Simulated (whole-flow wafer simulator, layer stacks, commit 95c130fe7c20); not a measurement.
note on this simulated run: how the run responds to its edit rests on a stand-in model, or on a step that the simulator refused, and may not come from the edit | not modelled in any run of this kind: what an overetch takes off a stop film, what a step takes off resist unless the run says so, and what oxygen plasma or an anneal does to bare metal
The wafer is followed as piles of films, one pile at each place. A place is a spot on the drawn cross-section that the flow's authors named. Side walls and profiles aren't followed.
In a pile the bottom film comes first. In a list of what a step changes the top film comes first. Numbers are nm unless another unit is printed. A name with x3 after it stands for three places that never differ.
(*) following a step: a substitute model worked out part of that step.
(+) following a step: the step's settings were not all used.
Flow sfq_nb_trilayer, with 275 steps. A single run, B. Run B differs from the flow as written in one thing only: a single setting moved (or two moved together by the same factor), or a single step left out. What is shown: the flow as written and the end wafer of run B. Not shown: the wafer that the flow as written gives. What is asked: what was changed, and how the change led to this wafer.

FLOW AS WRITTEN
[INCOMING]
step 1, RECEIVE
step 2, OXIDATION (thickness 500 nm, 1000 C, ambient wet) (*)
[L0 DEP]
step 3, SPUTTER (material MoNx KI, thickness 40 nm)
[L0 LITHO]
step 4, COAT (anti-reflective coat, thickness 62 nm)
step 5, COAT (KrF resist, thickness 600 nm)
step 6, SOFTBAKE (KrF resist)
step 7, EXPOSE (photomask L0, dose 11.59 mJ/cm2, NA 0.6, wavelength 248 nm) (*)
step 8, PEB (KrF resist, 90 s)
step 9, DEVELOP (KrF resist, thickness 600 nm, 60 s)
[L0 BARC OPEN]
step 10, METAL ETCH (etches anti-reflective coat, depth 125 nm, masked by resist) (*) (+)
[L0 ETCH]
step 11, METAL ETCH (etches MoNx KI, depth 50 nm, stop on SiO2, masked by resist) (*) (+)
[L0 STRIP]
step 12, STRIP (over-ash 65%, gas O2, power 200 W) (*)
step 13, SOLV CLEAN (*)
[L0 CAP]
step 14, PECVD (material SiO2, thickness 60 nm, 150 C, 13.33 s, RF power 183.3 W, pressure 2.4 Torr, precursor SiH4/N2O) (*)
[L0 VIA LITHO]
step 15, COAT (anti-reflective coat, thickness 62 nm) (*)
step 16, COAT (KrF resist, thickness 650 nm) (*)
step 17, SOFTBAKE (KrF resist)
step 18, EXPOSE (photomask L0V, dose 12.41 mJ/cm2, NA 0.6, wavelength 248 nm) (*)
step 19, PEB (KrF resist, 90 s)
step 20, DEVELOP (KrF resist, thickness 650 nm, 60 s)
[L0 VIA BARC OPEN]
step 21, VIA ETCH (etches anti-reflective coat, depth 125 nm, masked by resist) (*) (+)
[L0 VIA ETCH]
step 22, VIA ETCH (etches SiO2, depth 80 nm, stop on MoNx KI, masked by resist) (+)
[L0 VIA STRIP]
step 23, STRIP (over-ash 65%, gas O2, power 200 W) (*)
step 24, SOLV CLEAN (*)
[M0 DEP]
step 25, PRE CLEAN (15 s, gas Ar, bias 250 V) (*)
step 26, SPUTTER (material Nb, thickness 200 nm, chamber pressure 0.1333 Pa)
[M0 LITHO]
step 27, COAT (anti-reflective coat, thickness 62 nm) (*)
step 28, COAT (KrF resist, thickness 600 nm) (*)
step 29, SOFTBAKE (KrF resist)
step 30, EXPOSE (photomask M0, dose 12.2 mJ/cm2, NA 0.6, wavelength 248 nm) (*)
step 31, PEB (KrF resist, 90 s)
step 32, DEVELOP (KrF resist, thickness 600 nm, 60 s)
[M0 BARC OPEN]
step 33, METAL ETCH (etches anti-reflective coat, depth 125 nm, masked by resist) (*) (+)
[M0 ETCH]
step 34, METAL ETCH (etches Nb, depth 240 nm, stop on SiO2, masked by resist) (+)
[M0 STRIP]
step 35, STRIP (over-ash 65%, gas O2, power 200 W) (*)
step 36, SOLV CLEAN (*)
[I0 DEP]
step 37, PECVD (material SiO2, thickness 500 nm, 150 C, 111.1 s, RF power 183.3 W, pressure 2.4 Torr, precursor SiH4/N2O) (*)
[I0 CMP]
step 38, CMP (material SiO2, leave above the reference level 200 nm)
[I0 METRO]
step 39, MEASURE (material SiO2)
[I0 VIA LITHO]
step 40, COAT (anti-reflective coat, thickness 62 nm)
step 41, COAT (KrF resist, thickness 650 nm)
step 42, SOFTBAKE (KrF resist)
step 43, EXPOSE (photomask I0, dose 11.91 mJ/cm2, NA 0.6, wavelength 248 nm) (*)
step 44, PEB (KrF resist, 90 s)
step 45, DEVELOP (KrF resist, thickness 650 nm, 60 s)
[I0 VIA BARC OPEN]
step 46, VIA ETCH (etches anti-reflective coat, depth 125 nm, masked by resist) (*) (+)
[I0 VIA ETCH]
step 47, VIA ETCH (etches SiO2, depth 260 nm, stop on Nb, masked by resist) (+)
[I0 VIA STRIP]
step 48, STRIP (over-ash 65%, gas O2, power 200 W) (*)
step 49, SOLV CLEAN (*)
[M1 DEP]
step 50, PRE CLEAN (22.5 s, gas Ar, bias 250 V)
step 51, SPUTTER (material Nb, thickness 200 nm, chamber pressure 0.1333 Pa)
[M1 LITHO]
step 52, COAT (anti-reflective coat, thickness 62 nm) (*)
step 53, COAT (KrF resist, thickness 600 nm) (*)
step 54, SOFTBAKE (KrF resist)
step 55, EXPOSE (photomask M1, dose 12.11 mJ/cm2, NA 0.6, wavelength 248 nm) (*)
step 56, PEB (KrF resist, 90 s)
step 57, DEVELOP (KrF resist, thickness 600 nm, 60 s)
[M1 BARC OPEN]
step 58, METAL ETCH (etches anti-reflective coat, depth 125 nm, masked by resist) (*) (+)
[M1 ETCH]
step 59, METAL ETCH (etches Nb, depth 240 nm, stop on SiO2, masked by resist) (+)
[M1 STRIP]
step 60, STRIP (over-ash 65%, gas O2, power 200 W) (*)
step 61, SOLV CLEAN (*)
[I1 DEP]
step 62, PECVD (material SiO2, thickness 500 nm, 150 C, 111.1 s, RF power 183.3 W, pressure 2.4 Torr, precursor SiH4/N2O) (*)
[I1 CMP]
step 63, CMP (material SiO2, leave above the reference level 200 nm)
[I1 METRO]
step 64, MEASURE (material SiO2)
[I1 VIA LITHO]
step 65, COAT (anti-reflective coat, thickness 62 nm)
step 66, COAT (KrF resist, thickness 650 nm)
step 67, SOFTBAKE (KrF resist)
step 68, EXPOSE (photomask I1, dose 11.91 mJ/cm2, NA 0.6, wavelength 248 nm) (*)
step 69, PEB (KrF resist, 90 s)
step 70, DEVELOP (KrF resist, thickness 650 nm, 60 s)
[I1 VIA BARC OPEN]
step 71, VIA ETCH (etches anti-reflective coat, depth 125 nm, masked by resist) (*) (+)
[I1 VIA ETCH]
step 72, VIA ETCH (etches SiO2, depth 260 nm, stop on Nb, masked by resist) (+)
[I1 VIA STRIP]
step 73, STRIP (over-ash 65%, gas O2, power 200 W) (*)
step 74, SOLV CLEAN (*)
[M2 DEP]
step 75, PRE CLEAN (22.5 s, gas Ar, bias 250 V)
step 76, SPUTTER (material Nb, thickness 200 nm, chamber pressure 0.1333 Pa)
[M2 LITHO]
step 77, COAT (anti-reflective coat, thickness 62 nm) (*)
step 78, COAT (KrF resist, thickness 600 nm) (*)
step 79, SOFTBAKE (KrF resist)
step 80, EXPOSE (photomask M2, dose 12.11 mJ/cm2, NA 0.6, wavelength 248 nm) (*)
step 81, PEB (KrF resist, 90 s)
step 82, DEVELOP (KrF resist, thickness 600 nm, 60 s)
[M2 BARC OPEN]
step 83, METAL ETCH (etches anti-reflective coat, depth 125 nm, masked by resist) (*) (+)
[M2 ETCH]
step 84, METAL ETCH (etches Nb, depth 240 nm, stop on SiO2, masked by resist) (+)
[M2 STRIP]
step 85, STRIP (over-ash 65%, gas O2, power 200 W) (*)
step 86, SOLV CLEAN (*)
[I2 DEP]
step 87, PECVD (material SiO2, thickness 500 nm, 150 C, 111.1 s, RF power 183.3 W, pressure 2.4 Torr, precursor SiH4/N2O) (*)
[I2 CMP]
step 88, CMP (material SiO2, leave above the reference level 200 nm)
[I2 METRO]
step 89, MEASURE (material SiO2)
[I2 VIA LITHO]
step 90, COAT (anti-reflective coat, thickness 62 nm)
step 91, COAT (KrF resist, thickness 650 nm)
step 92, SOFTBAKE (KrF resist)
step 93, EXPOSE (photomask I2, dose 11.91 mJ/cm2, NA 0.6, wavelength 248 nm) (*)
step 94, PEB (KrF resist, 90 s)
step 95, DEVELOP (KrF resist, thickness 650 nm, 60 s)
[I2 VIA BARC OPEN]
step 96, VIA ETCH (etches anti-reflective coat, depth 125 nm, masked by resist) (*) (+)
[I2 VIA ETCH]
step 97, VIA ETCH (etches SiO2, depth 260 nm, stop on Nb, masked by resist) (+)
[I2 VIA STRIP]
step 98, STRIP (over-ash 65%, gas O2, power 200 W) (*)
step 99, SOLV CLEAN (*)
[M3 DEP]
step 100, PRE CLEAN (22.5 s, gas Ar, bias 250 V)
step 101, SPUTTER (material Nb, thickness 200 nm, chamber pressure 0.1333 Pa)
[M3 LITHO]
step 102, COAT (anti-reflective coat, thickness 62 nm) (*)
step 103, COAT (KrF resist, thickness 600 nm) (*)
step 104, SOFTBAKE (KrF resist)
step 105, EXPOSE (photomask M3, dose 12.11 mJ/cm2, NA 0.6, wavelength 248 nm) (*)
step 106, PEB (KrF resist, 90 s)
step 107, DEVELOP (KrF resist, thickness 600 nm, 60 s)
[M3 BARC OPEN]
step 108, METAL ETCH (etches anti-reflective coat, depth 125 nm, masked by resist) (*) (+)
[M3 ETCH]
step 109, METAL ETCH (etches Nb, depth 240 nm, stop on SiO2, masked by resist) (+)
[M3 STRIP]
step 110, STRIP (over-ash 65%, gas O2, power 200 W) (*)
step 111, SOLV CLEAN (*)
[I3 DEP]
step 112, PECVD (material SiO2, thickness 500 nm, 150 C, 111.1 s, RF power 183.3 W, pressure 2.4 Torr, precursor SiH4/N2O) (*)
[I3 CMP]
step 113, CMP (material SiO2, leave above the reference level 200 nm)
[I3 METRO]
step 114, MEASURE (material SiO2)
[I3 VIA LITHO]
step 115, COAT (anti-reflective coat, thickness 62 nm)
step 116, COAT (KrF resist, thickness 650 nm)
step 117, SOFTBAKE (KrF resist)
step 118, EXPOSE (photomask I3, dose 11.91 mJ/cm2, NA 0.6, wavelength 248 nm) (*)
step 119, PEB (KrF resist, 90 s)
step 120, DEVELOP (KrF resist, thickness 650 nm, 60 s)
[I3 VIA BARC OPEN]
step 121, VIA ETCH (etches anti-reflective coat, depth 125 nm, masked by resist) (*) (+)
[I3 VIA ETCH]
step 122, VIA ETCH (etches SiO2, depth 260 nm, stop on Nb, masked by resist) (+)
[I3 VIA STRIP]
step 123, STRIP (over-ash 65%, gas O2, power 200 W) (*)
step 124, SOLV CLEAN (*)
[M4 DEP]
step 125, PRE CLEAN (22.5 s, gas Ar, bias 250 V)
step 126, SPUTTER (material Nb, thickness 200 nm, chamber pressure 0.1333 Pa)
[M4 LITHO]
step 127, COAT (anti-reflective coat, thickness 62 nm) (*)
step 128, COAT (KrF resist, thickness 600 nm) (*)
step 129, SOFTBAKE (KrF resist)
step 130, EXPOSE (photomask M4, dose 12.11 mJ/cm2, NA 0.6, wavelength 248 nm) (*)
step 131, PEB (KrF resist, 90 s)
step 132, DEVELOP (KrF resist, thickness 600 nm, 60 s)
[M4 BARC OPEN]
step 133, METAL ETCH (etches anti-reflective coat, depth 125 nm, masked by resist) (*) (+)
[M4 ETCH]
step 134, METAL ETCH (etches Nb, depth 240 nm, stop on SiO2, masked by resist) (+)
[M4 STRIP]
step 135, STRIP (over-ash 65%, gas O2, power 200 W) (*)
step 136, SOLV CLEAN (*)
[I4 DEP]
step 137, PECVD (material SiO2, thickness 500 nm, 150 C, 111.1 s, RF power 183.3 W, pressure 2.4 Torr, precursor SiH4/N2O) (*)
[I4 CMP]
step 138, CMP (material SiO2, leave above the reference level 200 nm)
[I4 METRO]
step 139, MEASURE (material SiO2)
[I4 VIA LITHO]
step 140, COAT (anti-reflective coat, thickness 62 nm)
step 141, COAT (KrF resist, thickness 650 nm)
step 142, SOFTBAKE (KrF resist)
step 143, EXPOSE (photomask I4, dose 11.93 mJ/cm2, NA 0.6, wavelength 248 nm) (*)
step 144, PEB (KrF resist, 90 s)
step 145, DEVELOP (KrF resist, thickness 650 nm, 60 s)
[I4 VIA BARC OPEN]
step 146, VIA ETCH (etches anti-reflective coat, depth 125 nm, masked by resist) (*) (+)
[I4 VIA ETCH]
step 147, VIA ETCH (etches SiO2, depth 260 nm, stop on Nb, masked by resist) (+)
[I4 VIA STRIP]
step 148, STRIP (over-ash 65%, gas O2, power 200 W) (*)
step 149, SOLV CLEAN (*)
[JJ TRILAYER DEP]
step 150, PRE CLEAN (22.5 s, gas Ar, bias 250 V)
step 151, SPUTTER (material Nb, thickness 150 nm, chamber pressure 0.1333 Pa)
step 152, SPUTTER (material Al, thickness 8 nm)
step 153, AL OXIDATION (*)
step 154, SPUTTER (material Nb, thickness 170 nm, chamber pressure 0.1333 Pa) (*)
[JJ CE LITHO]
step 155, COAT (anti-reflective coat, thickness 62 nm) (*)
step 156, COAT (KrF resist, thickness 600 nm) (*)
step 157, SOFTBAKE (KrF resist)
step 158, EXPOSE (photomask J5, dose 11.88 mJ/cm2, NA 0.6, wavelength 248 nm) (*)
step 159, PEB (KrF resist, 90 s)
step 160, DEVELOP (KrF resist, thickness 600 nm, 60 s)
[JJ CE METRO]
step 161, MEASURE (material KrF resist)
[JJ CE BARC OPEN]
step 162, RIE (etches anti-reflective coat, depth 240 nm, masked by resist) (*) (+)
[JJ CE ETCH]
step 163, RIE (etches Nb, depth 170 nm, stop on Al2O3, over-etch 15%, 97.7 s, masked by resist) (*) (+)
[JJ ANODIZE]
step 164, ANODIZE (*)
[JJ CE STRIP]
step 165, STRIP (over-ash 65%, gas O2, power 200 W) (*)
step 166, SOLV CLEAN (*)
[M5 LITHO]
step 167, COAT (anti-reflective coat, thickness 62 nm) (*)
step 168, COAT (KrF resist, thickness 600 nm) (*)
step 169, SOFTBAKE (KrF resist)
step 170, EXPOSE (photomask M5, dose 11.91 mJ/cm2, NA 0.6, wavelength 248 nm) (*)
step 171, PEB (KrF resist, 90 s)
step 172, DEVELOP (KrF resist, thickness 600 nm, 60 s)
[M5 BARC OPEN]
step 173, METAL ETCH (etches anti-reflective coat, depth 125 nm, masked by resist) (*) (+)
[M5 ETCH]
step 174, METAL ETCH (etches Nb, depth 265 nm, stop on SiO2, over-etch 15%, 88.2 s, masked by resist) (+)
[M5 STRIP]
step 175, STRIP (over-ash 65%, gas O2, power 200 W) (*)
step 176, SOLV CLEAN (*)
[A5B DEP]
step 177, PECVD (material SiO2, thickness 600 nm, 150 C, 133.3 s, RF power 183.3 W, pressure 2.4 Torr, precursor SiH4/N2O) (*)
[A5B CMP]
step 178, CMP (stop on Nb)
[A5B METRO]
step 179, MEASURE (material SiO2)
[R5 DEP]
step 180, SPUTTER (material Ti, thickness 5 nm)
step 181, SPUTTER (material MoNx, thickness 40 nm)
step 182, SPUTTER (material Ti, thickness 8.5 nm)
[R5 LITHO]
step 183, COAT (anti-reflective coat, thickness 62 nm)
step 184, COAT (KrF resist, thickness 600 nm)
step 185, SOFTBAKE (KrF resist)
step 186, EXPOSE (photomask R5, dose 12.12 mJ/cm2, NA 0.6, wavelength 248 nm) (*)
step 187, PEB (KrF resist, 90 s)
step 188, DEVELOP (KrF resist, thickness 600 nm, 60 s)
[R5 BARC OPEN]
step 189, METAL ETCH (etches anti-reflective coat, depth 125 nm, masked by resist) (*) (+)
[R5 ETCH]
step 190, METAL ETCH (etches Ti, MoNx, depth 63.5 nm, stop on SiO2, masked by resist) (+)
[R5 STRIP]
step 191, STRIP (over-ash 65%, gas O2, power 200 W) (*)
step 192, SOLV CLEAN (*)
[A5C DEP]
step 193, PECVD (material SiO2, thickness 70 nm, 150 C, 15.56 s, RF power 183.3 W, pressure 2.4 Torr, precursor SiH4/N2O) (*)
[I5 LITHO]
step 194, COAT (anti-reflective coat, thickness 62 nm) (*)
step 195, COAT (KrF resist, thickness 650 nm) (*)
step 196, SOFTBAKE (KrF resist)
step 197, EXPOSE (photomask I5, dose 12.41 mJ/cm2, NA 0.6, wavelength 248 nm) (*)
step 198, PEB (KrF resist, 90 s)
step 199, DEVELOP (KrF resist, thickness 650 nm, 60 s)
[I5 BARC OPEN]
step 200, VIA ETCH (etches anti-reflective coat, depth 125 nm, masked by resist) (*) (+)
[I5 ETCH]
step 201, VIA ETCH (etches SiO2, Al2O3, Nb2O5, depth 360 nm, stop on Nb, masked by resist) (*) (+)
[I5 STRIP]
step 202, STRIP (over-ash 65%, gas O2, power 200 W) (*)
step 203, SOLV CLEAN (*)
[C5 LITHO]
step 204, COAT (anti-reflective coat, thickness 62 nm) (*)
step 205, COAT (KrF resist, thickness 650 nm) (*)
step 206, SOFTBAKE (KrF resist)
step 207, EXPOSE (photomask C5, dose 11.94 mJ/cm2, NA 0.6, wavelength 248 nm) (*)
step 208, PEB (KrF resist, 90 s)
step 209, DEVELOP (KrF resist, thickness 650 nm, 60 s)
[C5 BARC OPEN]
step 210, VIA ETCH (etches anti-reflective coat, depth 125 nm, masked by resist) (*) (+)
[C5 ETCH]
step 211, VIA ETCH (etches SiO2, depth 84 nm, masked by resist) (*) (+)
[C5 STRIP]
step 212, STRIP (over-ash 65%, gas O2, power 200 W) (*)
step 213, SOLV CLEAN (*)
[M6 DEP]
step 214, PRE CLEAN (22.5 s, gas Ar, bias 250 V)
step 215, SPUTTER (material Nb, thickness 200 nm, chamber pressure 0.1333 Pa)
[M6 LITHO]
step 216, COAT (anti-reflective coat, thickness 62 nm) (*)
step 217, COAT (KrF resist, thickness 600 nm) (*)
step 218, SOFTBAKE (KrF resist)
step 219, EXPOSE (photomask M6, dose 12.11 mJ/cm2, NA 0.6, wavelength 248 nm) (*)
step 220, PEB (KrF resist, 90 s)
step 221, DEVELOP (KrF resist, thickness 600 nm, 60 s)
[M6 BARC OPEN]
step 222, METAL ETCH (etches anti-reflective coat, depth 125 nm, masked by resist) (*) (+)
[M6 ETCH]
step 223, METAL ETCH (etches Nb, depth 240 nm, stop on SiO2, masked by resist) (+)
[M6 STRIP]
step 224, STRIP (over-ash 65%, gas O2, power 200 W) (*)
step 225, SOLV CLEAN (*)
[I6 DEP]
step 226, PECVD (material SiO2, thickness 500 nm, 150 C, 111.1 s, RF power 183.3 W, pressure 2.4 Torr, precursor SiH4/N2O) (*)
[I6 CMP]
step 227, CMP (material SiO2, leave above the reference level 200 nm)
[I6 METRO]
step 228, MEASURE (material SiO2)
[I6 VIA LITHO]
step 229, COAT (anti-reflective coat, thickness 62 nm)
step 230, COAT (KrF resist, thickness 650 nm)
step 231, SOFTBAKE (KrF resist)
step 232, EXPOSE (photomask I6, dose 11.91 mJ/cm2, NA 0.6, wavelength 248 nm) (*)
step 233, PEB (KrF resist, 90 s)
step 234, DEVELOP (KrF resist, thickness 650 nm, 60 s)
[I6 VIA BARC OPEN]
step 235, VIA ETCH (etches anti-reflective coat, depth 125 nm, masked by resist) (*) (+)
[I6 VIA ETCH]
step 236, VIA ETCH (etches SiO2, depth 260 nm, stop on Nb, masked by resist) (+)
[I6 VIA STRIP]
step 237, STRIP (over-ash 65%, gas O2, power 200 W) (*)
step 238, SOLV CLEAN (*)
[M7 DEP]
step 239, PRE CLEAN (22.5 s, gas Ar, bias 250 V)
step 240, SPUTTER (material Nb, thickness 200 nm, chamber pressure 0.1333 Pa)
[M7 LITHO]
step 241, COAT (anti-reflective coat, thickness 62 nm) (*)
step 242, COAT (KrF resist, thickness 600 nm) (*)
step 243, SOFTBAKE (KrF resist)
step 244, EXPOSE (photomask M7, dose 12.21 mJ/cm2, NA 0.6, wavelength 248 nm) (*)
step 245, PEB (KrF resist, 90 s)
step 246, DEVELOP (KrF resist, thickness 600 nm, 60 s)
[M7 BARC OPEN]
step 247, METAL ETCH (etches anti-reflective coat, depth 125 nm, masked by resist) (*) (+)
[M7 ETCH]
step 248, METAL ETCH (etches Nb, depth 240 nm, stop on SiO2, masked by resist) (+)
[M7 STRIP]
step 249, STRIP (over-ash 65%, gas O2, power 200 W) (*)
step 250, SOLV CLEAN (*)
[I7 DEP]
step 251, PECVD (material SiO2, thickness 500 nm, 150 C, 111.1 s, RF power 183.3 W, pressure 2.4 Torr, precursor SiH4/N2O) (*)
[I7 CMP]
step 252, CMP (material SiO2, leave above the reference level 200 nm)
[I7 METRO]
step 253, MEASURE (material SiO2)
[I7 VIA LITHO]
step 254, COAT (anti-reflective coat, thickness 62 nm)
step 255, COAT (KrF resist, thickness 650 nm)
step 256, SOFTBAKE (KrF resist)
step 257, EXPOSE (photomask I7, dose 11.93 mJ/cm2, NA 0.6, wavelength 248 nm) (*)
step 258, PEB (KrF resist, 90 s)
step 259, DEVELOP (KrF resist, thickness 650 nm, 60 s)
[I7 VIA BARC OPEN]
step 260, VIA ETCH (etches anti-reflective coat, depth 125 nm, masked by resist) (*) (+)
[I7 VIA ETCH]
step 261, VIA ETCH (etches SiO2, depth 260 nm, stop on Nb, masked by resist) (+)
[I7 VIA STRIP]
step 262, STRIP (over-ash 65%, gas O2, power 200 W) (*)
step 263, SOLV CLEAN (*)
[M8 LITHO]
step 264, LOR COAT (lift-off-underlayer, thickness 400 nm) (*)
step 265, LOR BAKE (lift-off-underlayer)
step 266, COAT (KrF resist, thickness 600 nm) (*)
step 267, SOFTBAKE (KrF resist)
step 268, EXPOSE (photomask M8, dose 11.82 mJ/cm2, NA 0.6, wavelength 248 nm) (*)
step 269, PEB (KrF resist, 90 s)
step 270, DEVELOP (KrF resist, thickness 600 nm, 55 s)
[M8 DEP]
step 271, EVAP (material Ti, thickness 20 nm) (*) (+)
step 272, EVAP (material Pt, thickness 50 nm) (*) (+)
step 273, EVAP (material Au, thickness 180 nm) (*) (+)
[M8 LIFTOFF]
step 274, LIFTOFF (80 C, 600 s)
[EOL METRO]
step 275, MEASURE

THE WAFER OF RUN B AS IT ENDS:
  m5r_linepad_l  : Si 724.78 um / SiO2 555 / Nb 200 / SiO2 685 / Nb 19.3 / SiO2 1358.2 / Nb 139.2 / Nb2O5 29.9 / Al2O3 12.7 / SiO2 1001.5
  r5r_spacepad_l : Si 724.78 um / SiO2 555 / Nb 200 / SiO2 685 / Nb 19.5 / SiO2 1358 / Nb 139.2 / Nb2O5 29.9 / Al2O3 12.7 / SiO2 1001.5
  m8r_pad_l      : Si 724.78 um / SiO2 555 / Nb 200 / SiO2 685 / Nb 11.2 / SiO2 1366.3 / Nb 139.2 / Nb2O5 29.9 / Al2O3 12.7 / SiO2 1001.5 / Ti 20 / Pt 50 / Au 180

The reason: step 63, CMP: material SiO2, leave above the reference level 200 nm, was skipped.

How this came from the change, step by step:
  step 65, COAT (anti-reflective coat, thickness 62 nm)
      jj_sur, p3_s3, p3_l4, p3_s4, p3_l6: +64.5 anti-reflective coat (new film) (as written it would have been: +62 anti-reflective coat (new film))
      r_sur, res, p3_l2, p3_l3, p3_l5: +64.6 anti-reflective coat (new film) (as written it would have been: +62 anti-reflective coat (new film))
      (and at 91 other places as well)
  step 66, COAT (KrF resist, thickness 650 nm)
      m0r_line_l, m6r_line_l, m7r_line_l: +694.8 KrF resist (new film) (as written it would have been: +650 KrF resist (new film))
      m0r_space_l, m6r_space_l, m7r_space_l: +673.5 KrF resist (new film) (as written it would have been: +650 KrF resist (new film))
      (and at 75 other places as well)
  step 70, DEVELOP (KrF resist, thickness 650 nm, 60 s)
      via_v: -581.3 KrF resist (all of it) (as written it would have been: -648.6 KrF resist (all of it))
  step 71, VIA ETCH (etches anti-reflective coat, depth 125 nm, masked by resist) (*) (+)
      field_l, v_sur, via_wl and 102 more: -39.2 KrF resist (as written it would have been: -51.7 KrF resist)
      via_v: -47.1 anti-reflective coat (all of it), -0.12 SiO2 (as written it would have been: -62 anti-reflective coat (all of it), -0.16 SiO2)
  step 72, VIA ETCH (etches SiO2, depth 260 nm, stop on Nb, masked by resist) (+)
      via_v: -260 SiO2 (as written it would have been: -199.8 SiO2 (all of it))
  step 73, STRIP (over-ash 65%, gas O2, power 200 W) (*)
      m0r_line_l, m6r_line_l, m7r_line_l: -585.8 KrF resist (all of it), -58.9 anti-reflective coat (all of it) (as written it would have been: -528.6 KrF resist (all of it), -62 anti-reflective coat (all of it))
      m0r_space_l, m6r_space_l, m7r_space_l: -564.5 KrF resist (all of it), -90.8 anti-reflective coat (all of it) (as written it would have been: -528.6 KrF resist (all of it), -62 anti-reflective coat (all of it))
      (and at 99 other places as well)
  step 75, PRE CLEAN (22.5 s, gas Ar, bias 250 V)
      via_v: -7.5 SiO2 (as written it would have been: -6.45 Nb)
  step 76, SPUTTER (material Nb, thickness 200 nm, chamber pressure 0.1333 Pa)
      via_v: +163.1 Nb (new film) (as written it would have been: +174.5 Nb)
      lsp_m, ln_m6, lsp_r, l0_sur, l0v: +194.2 Nb (new film) (as written it would have been: +200 Nb (new film))
      (and at 3 other places as well)
  step 77, COAT (anti-reflective coat, thickness 62 nm) (*)
      m0r_line_l, m0r_line_r, m6r_line_l, m6r_line_r, m7r_line_l, m7r_line_r: +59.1 anti-reflective coat (new film) (as written it would have been: +62 anti-reflective coat (new film))
      m0r_space_l, m0r_space_r, m6r_space_l, m6r_space_r, m7r_space_l, m7r_space_r: +90.1 anti-reflective coat (new film) (as written it would have been: +62 anti-reflective coat (new film))
      (and at 88 other places as well)
  step 78, COAT (KrF resist, thickness 600 nm) (*)
      m0r_line_l, m0r_line_r, m6r_line_l, m6r_line_r, m7r_line_l, m7r_line_r: +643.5 KrF resist (new film) (as written it would have been: +600 KrF resist (new film))
      m0r_space_l, m0r_space_r, m6r_space_l, m6r_space_r, m7r_space_l, m7r_space_r: +624 KrF resist (new film) (as written it would have been: +600 KrF resist (new film))
      (and at 69 other places as well)
  step 82, DEVELOP (KrF resist, thickness 600 nm, 60 s)
      m0r_line_l, m0r_line_r, m6r_line_l, m6r_line_r, m7r_line_l, m7r_line_r: -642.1 KrF resist (all of it) (as written it would have been: -598.7 KrF resist (all of it))
      m0r_space_l, m0r_space_r, m6r_space_l, m6r_space_r, m7r_space_l, m7r_space_r: -622.7 KrF resist (all of it) (as written it would have been: -598.7 KrF resist (all of it))
      (and at 48 other places as well)
  step 83, METAL ETCH (etches anti-reflective coat, depth 125 nm, masked by resist) (*) (+)
      m5r_linepad_l, m5r_linepad_r, r5r_line_l, r5r_spacepad_l, r5r_spacepad_r, m8r_pad_l, m8r_pad_r: -125 anti-reflective coat (as written it would have been: -62 anti-reflective coat (all of it))
      v_sur, via_wl, via_w and 19 more: -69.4 KrF resist (as written it would have been: -51.7 KrF resist)
      (and at 71 other places as well)
  step 84, METAL ETCH (etches Nb, depth 240 nm, stop on SiO2, masked by resist) (+)
      m5r_linepad_l, m5r_linepad_r: -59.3 anti-reflective coat (all of it), -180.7 Nb (as written it would have been: -200 Nb (all of it))
      r5r_spacepad_l, r5r_spacepad_r: -59.5 anti-reflective coat (all of it), -180.5 Nb (as written it would have been: -200 Nb (all of it))
      (and at 10 other places as well)
  step 85, STRIP (over-ash 65%, gas O2, power 200 W) (*)
      wl_b_sl, wl_b_m5: -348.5 KrF resist (all of it), -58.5 anti-reflective coat (all of it) (as written it would have been: -382.4 KrF resist (all of it), -62 anti-reflective coat (all of it))
      v_sur: -273.6 KrF resist (all of it), -38.4 anti-reflective coat (all of it) (as written it would have been: -380 KrF resist (all of it), -61.4 anti-reflective coat (all of it))
      (and at 19 other places as well)
  step 87, PECVD (material SiO2, thickness 500 nm, 150 C, 111.1 s, RF power 183.3 W, pressure 2.4 Torr, precursor SiH4/N2O) (*)
      m5r_linepad_l, m5r_linepad_r, r5r_spacepad_l, r5r_spacepad_r, m8r_pad_l, m8r_pad_r: +500 SiO2 (new film) (as written it would have been: +500 SiO2)
      via_v: +678.7 SiO2 (new film) (as written it would have been: +606 SiO2 (new film))
  step 88, CMP (material SiO2, leave above the reference level 200 nm)
      field_l, be, be_sur and 79 more: nothing (as written it would have been: -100 SiO2)
      via_w: -165 SiO2 (as written it would have been: -300 SiO2)
  ... 42 other steps ...
  step 178, CMP (stop on Nb)
      via_w: -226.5 SiO2 (as written it would have been: -235.2 SiO2)
With metal films that touch counted as one body, m5r_linepad_l has 3 bodies (between them, from the top down: SiO2 1358.2; SiO2 685); the flow as written gives 2 bodies (between them, from the top down: SiO2 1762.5).
With metal films that touch counted as one body, r5r_spacepad_l has 3 bodies (between them, from the top down: SiO2 1358; SiO2 685); the flow as written gives 2 bodies (between them, from the top down: SiO2 1762.5).
With metal films that touch counted as one body, m8r_pad_l has 4 bodies (between them, from the top down: SiO2 1001.5 / Al2O3 12.7 / Nb2O5 29.9; SiO2 1366.3; SiO2 685); the flow as written gives 3 bodies (between them, from the top down: SiO2 1001.5 / Al2O3 12.7 / Nb2O5 29.9; SiO2 1762.5).
